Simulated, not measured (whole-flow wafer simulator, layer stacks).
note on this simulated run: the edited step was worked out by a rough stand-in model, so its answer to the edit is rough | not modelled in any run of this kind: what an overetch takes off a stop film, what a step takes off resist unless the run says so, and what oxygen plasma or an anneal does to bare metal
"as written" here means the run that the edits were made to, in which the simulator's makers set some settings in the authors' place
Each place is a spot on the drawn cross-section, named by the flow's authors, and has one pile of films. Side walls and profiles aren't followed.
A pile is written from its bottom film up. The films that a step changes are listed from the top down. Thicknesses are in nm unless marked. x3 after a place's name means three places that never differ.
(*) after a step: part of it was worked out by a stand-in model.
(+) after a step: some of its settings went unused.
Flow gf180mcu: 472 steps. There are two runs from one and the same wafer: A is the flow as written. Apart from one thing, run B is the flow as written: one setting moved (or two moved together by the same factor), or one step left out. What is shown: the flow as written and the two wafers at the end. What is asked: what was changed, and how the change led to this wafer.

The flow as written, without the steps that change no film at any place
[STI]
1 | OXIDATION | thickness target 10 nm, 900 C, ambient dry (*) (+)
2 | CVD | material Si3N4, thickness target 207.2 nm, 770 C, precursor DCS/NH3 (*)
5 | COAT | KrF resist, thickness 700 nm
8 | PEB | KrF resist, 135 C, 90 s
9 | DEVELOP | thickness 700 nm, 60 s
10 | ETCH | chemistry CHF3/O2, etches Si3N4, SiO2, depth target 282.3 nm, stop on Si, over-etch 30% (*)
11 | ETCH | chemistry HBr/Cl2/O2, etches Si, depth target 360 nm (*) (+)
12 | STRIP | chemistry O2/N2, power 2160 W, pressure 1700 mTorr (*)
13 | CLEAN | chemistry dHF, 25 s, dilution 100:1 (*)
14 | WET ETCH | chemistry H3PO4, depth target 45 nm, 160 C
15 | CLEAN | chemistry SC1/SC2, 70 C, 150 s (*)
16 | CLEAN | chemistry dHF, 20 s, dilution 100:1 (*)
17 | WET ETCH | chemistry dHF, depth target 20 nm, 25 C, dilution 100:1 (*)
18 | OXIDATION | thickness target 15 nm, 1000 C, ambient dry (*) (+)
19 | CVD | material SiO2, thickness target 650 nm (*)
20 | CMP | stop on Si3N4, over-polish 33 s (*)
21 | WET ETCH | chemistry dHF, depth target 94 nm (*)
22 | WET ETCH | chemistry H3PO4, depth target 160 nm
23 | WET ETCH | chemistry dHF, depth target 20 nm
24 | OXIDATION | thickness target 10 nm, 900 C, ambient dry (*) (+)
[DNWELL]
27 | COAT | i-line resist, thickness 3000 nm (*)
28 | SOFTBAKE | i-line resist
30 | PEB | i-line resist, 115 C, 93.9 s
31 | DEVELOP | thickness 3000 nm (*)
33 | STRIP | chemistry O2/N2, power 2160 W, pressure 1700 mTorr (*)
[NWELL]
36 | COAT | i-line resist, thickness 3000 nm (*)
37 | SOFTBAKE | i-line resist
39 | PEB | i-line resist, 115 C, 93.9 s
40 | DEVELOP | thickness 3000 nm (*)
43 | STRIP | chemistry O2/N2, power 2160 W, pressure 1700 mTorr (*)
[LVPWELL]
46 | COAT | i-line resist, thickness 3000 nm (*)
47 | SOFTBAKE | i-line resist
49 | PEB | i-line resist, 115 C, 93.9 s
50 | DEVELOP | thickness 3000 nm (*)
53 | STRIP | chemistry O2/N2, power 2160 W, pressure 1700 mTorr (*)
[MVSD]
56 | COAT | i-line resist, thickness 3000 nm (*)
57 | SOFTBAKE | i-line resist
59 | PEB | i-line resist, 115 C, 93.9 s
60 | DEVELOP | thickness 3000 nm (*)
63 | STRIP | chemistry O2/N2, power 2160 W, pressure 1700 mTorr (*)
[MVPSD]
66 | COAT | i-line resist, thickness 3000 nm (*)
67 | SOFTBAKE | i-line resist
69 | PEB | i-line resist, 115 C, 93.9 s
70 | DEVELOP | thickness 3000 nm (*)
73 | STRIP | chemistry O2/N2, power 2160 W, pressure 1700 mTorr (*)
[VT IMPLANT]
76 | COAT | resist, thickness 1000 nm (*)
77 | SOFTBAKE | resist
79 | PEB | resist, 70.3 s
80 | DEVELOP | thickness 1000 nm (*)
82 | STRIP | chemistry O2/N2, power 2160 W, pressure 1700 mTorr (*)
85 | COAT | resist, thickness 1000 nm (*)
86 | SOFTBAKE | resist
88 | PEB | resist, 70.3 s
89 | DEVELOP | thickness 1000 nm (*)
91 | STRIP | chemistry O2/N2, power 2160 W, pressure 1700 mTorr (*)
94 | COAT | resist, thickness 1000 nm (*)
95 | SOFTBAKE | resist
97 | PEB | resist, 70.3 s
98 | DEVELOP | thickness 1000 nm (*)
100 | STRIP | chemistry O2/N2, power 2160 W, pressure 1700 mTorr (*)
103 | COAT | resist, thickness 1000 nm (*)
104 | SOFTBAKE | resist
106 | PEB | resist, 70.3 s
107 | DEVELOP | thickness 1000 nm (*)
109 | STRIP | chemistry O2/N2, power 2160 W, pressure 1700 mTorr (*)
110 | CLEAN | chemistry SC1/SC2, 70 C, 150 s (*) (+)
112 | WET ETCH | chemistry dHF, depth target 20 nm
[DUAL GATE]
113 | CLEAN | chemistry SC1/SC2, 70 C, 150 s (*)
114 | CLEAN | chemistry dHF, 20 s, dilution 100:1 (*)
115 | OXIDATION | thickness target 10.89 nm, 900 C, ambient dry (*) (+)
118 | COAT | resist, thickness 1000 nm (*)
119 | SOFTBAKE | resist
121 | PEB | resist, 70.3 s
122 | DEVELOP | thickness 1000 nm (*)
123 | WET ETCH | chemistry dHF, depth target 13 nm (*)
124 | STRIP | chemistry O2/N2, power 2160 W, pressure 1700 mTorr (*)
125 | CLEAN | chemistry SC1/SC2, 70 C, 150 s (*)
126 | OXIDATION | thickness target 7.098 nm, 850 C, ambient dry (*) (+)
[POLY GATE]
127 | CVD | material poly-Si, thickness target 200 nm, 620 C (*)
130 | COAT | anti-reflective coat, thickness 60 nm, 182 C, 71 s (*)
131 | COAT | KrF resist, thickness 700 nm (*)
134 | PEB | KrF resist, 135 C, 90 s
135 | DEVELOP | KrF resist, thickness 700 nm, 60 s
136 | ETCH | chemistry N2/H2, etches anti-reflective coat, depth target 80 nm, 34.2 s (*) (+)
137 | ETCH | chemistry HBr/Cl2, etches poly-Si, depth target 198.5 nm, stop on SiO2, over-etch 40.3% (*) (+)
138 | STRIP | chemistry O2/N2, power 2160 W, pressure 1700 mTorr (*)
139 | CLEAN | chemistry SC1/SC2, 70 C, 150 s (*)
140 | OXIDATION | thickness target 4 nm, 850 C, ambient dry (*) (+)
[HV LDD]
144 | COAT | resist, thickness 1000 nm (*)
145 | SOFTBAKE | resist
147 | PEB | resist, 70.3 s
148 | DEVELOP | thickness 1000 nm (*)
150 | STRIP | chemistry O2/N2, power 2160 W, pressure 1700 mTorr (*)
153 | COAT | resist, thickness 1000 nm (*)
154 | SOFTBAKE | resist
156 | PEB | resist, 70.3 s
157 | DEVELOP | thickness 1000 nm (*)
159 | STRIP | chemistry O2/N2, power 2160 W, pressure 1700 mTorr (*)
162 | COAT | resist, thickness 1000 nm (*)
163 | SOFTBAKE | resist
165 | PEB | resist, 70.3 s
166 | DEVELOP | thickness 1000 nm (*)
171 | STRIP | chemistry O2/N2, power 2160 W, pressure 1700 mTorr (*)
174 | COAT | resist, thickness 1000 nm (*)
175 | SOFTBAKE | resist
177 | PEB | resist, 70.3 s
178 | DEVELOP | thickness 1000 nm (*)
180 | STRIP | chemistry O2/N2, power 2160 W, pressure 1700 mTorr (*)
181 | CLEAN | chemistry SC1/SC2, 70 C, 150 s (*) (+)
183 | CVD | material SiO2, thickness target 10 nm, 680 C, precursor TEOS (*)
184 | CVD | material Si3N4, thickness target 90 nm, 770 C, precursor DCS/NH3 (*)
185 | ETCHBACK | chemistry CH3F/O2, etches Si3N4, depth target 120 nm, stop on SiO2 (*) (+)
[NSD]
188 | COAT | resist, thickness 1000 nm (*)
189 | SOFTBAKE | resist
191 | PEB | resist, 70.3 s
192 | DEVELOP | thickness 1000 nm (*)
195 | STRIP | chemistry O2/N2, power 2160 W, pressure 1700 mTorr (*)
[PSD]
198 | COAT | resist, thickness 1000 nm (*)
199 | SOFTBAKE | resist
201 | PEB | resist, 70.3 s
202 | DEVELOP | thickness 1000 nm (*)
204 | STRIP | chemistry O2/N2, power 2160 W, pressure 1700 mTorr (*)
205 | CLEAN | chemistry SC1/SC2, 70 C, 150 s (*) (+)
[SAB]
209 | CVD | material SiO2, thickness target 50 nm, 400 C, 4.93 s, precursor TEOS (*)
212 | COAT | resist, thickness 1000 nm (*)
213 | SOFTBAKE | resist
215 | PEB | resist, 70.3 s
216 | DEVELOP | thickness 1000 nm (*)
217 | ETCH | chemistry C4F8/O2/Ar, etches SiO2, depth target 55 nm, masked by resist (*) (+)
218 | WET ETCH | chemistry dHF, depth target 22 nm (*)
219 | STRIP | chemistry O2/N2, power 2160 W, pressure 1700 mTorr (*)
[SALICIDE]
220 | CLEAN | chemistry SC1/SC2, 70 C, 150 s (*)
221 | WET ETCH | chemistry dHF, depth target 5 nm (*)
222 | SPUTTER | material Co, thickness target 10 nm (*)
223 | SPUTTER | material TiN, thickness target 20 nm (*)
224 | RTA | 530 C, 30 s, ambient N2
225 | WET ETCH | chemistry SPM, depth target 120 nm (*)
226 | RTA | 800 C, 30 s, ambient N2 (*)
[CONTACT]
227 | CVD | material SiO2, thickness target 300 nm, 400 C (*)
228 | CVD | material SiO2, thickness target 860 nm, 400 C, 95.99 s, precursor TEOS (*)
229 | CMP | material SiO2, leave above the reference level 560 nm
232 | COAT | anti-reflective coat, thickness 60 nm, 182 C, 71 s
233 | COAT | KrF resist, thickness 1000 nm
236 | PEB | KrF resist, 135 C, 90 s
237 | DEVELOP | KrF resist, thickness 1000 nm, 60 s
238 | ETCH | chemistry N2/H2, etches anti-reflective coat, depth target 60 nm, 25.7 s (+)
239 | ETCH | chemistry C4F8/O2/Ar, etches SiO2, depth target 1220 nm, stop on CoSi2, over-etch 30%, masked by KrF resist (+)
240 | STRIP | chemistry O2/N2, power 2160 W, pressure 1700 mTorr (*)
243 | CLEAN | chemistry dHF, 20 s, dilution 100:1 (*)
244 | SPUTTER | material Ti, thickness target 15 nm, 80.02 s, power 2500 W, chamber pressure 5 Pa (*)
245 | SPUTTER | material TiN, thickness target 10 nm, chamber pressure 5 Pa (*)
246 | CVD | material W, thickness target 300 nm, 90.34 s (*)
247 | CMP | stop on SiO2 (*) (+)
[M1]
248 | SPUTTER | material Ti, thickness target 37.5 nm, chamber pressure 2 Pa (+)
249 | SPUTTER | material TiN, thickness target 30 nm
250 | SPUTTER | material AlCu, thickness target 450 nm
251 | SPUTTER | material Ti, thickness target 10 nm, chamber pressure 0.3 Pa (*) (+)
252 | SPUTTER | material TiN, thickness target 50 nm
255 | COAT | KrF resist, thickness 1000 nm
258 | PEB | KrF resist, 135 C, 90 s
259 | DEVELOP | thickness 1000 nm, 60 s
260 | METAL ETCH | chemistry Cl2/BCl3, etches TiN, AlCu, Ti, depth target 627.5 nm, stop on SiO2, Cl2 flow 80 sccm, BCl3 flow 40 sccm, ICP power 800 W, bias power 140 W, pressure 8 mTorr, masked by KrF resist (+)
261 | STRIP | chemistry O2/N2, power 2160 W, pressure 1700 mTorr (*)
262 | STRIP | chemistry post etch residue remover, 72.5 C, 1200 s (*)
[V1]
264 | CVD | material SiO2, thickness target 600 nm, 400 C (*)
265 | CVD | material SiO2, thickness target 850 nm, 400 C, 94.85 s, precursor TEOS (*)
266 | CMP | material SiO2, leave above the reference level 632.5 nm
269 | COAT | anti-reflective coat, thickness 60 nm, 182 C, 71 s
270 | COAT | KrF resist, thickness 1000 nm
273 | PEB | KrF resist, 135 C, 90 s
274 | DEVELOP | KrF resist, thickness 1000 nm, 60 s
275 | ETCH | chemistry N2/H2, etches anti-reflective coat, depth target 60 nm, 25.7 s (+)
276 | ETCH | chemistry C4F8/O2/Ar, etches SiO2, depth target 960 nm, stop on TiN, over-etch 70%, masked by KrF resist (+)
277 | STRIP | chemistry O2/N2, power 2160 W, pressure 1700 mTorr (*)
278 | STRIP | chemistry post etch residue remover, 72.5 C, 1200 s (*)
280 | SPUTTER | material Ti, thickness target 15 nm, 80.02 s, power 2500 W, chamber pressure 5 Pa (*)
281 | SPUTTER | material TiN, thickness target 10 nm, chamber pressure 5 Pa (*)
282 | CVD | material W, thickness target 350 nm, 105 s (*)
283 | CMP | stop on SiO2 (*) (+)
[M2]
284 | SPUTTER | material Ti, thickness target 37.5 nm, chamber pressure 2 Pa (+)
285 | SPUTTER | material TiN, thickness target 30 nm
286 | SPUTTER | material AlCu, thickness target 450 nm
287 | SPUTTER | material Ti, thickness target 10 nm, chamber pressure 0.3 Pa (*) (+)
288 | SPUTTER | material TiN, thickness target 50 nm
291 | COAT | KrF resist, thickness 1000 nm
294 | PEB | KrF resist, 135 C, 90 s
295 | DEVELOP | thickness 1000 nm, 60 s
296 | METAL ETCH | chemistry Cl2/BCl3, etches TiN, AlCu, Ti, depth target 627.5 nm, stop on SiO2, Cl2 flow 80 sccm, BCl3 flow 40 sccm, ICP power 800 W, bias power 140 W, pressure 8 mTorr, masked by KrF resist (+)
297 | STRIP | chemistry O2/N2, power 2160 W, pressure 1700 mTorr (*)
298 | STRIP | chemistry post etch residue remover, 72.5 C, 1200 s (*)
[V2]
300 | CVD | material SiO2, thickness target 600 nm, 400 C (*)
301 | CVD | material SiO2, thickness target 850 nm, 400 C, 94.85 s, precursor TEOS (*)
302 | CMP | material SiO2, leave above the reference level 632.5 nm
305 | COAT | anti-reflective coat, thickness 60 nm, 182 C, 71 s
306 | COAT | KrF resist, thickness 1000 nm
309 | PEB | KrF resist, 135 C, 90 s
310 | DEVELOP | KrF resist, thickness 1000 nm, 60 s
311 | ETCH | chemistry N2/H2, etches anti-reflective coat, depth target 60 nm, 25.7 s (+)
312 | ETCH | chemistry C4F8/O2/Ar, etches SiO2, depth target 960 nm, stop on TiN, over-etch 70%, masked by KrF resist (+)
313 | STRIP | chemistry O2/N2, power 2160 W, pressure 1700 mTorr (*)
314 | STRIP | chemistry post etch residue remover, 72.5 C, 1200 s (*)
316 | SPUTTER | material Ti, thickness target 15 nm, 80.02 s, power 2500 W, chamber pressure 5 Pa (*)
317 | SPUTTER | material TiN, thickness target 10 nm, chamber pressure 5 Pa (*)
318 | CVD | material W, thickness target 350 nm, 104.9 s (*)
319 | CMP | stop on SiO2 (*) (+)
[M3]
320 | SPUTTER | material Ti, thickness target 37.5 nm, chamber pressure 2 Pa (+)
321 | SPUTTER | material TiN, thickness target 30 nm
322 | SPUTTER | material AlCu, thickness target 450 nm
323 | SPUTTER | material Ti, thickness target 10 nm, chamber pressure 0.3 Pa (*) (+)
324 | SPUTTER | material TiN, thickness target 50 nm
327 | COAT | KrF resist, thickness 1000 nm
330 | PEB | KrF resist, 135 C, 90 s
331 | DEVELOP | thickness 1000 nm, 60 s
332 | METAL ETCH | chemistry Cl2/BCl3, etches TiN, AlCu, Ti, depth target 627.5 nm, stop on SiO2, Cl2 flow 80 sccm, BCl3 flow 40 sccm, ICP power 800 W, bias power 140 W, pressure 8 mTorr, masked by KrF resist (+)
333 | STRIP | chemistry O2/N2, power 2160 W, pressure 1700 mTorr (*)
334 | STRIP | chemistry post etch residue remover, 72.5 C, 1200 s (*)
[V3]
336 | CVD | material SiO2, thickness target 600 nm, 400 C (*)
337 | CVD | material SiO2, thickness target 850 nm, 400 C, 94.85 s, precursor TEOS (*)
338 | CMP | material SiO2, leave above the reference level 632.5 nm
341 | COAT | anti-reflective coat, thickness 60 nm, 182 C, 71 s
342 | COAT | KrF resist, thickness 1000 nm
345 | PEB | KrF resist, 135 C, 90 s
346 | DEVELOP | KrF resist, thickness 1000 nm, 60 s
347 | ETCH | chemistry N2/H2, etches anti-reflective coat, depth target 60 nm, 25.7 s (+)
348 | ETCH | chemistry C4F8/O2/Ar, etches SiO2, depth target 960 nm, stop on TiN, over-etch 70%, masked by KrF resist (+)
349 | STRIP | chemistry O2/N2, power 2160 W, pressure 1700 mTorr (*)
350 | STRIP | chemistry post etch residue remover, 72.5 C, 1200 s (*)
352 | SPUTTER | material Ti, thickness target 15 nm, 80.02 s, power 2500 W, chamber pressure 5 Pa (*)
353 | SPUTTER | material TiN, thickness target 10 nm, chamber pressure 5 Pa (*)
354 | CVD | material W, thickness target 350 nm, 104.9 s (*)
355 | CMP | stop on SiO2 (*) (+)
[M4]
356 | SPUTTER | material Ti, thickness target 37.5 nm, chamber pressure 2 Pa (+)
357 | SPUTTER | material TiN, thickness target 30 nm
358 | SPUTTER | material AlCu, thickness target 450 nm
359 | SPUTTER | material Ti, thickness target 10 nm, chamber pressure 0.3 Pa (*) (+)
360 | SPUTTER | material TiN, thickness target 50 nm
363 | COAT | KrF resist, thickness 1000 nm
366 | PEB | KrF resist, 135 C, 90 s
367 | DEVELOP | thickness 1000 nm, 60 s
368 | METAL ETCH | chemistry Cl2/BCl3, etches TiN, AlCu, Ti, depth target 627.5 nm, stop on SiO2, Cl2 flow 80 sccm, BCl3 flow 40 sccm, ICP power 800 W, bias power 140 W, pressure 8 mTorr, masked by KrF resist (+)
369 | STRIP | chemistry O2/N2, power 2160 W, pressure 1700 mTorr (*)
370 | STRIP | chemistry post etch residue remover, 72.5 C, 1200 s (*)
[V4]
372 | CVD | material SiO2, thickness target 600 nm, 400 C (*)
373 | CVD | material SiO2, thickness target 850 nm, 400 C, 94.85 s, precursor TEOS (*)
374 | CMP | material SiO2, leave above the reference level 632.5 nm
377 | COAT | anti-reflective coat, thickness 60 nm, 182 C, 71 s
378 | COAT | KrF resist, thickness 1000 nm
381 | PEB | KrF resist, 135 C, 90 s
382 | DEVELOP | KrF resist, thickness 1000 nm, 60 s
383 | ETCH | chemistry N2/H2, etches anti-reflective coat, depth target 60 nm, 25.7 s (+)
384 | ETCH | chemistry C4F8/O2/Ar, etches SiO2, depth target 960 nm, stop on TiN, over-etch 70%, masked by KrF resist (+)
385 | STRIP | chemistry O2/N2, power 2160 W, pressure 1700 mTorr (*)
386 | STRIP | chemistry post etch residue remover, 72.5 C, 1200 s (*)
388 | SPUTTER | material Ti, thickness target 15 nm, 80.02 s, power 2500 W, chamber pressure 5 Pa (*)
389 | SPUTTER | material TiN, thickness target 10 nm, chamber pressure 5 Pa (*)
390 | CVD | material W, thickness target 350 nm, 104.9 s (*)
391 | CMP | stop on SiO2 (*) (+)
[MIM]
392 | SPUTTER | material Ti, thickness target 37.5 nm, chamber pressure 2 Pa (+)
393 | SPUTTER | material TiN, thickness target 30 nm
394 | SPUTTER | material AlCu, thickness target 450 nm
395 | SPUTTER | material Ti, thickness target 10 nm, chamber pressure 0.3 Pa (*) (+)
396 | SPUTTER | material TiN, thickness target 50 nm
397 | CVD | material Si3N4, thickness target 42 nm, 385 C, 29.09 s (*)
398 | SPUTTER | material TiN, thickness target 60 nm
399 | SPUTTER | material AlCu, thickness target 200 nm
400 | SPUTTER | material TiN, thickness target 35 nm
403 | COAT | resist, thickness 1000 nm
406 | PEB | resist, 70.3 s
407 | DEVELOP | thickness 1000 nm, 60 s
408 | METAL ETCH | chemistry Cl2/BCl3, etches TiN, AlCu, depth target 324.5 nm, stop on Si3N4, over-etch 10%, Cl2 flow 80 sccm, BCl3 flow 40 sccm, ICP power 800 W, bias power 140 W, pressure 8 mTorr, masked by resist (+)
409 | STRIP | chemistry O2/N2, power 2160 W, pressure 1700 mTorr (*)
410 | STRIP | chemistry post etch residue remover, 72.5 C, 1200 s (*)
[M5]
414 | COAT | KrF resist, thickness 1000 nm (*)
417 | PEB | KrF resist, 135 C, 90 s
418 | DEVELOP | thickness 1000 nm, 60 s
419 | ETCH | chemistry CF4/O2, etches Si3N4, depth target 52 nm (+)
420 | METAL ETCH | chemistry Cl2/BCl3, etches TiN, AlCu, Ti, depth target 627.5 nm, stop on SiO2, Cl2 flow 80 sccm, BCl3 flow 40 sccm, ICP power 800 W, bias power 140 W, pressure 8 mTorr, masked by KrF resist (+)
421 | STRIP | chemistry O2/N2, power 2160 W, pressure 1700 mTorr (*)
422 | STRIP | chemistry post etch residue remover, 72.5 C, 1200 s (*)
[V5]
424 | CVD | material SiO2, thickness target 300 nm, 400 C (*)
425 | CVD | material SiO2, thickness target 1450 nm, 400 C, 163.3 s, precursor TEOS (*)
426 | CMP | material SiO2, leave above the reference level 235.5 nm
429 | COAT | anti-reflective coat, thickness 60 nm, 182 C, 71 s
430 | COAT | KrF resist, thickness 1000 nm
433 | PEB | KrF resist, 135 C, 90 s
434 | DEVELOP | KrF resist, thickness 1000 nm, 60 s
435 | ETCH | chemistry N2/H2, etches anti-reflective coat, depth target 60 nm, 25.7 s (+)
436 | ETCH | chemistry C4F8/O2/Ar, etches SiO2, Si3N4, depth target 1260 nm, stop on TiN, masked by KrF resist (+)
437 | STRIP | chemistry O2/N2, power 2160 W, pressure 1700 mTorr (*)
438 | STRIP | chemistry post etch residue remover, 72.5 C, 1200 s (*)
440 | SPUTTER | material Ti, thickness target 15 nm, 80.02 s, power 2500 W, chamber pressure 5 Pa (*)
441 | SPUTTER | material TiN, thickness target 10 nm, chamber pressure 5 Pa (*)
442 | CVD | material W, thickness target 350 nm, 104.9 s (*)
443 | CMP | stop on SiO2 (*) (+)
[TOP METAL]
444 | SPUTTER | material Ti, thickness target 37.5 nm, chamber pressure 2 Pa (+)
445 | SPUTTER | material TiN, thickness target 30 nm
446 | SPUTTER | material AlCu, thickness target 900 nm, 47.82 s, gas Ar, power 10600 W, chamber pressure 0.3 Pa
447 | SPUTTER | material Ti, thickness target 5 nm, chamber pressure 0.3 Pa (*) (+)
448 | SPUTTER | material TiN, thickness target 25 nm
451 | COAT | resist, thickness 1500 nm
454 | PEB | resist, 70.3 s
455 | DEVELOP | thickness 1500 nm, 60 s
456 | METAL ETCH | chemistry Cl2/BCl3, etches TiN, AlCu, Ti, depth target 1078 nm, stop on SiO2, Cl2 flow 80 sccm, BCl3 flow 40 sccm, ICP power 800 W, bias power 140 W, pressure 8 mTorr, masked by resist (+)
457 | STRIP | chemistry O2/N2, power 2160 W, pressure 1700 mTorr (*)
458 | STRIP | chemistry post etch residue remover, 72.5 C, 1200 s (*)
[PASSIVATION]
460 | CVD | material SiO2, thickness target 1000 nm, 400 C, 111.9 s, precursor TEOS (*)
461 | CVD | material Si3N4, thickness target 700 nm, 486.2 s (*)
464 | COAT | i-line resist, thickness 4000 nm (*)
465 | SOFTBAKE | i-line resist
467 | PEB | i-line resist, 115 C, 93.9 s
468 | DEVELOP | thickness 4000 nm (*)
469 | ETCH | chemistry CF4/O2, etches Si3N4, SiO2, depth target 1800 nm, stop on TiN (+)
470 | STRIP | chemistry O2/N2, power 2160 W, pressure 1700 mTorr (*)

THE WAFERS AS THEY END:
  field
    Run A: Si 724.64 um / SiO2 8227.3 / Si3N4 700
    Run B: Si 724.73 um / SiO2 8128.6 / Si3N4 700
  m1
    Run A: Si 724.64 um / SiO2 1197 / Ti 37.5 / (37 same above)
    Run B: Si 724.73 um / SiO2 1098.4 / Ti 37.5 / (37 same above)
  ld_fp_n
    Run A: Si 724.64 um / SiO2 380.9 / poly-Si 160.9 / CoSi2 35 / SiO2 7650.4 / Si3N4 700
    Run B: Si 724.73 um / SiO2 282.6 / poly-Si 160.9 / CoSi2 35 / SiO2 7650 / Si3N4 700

The reason: step 11, ETCH: depth target 261 nm was run, whereas the flow has depth target 360 nm.

Step by step, how the change led to this:
  11 | ETCH | chemistry HBr/Cl2/O2, etches Si, depth target 360 nm (*) (+)
      active, n_well, p_well and 40 more: A -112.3 KrF resist | B -79.3 KrF resist
      field, field_sub, sti and 34 more: A -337 Si | B -238 Si
  12 | STRIP | chemistry O2/N2, power 2160 W, pressure 1700 mTorr (*)
      active, n_well, p_well and 40 more: A -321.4 KrF resist (all of it) | B -354.4 KrF resist (all of it)
  19 | CVD | material SiO2, thickness target 650 nm (*)
      m1, ld_fp_n, ld_drift_n and 8 more: A +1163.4 SiO2 | B +1064.4 SiO2
  20 | CMP | stop on Si3N4, over-polish 33 s (*)
      sti, mim_1p0, pad and 11 more: A -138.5 SiO2 | B -237.5 SiO2
      nw_enc_fld, nw_enc_fld_lv: A -142.5 SiO2 | B -241.5 SiO2
      (as well as at 10 more places)
  189 | SOFTBAKE | resist
      field__w9: A +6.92 resist | B -3.05 resist
  199 | SOFTBAKE | resist
      field__w9: A +6.92 resist | B -3.05 resist
